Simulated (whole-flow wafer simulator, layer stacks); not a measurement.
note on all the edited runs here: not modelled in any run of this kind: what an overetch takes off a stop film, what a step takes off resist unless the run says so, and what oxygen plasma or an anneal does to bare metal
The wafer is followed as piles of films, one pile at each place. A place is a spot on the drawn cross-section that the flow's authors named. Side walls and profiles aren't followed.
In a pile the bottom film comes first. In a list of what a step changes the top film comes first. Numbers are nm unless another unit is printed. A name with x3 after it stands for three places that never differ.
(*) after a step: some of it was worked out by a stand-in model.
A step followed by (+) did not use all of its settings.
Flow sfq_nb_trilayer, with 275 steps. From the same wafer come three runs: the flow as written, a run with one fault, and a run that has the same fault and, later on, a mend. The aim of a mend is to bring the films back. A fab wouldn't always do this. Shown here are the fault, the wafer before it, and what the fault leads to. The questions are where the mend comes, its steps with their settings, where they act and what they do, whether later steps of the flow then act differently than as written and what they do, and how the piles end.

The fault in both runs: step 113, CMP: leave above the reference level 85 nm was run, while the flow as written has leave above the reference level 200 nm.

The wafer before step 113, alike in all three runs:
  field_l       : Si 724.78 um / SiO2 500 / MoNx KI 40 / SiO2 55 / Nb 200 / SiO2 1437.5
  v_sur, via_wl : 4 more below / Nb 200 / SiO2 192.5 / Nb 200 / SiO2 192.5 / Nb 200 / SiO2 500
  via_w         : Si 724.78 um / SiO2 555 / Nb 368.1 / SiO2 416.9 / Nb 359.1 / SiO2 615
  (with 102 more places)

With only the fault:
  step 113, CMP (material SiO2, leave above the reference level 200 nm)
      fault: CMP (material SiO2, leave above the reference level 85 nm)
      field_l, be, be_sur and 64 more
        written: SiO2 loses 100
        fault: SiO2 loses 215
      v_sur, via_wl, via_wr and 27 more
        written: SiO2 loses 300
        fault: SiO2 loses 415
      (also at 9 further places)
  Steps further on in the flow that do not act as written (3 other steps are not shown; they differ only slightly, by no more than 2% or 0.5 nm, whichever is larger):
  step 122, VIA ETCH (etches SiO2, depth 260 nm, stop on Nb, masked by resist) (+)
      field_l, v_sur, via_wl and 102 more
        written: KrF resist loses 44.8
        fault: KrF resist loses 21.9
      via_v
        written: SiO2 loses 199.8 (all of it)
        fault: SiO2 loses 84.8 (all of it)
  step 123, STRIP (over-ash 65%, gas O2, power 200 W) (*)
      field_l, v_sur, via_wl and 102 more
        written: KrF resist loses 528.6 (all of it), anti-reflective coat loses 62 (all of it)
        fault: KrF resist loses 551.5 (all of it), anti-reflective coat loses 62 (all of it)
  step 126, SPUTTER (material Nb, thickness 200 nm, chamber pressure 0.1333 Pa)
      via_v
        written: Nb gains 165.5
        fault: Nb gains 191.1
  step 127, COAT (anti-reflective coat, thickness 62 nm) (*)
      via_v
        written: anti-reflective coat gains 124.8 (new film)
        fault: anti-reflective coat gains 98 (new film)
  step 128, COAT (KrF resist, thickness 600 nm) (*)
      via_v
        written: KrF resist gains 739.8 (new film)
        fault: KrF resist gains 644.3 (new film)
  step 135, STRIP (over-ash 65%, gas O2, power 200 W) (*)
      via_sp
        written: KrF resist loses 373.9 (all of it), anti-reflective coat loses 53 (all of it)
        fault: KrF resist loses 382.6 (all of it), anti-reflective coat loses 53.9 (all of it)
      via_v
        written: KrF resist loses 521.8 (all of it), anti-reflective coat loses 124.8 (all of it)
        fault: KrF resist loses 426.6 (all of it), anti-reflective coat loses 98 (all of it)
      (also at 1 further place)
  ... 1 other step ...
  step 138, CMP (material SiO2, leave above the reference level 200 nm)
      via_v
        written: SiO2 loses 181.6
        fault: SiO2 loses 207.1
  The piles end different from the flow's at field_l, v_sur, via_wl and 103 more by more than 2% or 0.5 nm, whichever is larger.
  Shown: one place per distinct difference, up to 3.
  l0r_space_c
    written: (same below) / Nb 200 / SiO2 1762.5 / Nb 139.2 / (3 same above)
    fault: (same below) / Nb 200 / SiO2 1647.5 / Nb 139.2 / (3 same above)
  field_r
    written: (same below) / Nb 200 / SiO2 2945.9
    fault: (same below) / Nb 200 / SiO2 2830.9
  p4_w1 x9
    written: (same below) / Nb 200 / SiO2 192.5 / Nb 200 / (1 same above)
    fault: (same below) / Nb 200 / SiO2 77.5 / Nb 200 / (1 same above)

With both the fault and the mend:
  The mend stands after step 120.
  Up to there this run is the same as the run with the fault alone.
  step 120a, STRIP (over-ash 65%, gas O2, power 200 W) (*)
      field_l, v_sur, via_wl and 102 more
        KrF resist loses 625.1 (all of it), anti-reflective coat loses 62 (all of it)
      via_v
        anti-reflective coat loses 62 (all of it)
  step 120b, PECVD (material SiO2, thickness 115 nm, 150 C, 25.56 s, RF power 183.3 W, pressure 2.4 Torr, precursor SiH4/N2O) (the flow's step 112, run once more with other settings)
      field_l, v_sur, via_wl and 103 more
        SiO2 gains 115
  step 120c, COAT (anti-reflective coat, thickness 62 nm) (the flow's step 115, run once more)
      field_l, v_sur, via_wl and 103 more
        anti-reflective coat gains 62 (new film)
  step 120d, COAT (KrF resist, thickness 650 nm) (the flow's step 116, run once more)
      field_l, v_sur, via_wl and 103 more
        KrF resist gains 650 (new film)
  step 120e, SOFTBAKE (KrF resist) (the flow's step 117, run once more)
      does not change any film at any place that is followed
  step 120f, EXPOSE (photomask I3, dose 11.91 mJ/cm2, NA 0.6, wavelength 248 nm) (*) (the flow's step 118, run once more)
      does not change any film at any place that is followed
  step 120g, PEB (KrF resist, 90 s) (the flow's step 119, run once more)
      field_l, v_sur, via_wl and 103 more
        KrF resist loses 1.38
  step 120h, DEVELOP (KrF resist, thickness 650 nm, 60 s) (the flow's step 120, run once more)
      field_l, v_sur, via_wl and 102 more
        KrF resist loses 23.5
      via_v
        KrF resist loses 648.6 (all of it)
  None of the later steps of the flow acts differently than as written at any place that is followed.
  The piles end the same as the flow's at every place that both follow.
